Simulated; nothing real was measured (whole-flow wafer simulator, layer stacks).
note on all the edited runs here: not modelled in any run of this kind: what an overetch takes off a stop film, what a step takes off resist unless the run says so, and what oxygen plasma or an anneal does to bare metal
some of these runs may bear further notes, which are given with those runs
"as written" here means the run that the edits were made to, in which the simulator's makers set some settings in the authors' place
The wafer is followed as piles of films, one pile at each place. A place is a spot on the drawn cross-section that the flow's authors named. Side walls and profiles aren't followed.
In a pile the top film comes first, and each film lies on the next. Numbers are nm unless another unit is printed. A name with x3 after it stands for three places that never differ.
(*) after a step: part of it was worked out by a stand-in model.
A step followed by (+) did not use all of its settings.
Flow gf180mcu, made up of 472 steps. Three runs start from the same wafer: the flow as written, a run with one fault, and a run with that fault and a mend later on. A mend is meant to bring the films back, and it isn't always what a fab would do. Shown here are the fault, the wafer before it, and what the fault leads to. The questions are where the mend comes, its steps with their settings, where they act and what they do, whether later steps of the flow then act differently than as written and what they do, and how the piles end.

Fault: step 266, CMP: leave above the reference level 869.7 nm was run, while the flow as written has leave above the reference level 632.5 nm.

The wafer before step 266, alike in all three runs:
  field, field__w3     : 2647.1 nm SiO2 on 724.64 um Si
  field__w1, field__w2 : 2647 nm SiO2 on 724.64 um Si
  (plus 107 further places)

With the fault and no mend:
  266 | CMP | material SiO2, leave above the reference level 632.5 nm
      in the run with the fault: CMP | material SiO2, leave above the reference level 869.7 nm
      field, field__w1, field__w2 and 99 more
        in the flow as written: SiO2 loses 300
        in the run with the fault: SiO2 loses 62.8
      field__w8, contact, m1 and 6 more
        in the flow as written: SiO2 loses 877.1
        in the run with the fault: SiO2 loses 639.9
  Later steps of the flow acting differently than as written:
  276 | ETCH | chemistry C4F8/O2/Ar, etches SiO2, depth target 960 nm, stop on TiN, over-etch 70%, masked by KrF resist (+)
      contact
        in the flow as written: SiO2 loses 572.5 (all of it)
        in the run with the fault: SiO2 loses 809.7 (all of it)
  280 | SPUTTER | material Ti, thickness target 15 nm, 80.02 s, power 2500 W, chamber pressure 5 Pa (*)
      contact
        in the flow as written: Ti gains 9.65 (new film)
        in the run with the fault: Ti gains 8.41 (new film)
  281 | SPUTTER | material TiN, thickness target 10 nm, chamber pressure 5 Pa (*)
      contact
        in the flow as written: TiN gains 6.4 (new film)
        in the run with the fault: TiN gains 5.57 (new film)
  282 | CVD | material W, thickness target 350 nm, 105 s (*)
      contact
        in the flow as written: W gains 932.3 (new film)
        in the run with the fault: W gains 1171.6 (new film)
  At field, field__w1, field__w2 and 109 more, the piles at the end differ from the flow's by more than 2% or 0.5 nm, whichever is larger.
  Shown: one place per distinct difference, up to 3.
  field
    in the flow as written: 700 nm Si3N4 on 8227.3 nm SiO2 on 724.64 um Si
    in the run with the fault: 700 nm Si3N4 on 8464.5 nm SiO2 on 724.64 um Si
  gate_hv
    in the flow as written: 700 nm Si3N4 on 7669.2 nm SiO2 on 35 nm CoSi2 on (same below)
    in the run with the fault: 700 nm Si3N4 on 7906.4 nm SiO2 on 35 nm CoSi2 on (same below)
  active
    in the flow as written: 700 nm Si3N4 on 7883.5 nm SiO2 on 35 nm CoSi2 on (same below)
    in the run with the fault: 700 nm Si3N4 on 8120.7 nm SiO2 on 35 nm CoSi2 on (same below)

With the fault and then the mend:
  The mend follows step 274.
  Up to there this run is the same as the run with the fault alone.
  274a | STRIP | chemistry O2/N2, power 2160 W, pressure 1700 mTorr (*)
      field, field__w1, field__w2 and 107 more
        KrF resist loses 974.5 (all of it), anti-reflective coat loses 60 (all of it)
      contact
        anti-reflective coat loses 60 (all of it)
  274b | CMP | material SiO2, leave above the reference level 632.5 nm (a further turn of the flow's step 266)
      field, field__w1, field__w2 and 108 more
        SiO2 loses 237.2
  274c | HMDS | 120 C, 60 s (a further turn of the flow's step 268)
      does not change any film at any place that is followed
  274d | COAT | anti-reflective coat, thickness 60 nm, 182 C, 71 s (a further turn of the flow's step 269)
      field, field__w1, field__w2 and 108 more
        anti-reflective coat gains 60 (new film)
  274e | COAT | KrF resist, thickness 1000 nm (a further turn of the flow's step 270)
      field, field__w1, field__w2 and 108 more
        KrF resist gains 1000 (new film)
  274f | SOFTBAKE | KrF resist (a further turn of the flow's step 271)
      does not change any film at any place that is followed
  274g | EXPOSE | photomask Via1 (a further turn of the flow's step 272)
      does not change any film at any place that is followed
  274h | PEB | KrF resist, 135 C, 90 s (a further turn of the flow's step 273)
      field, field__w1, field__w2 and 108 more
        KrF resist loses 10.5
  274i | DEVELOP | KrF resist, thickness 1000 nm, 60 s (a further turn of the flow's step 274)
      field, field__w1, field__w2 and 107 more
        KrF resist loses 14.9
      contact
        KrF resist loses 989.5 (all of it)
  Every later step of the flow that is run acts as written at every place that is followed.
  At every place that both follow, the piles at the end match the flow's.
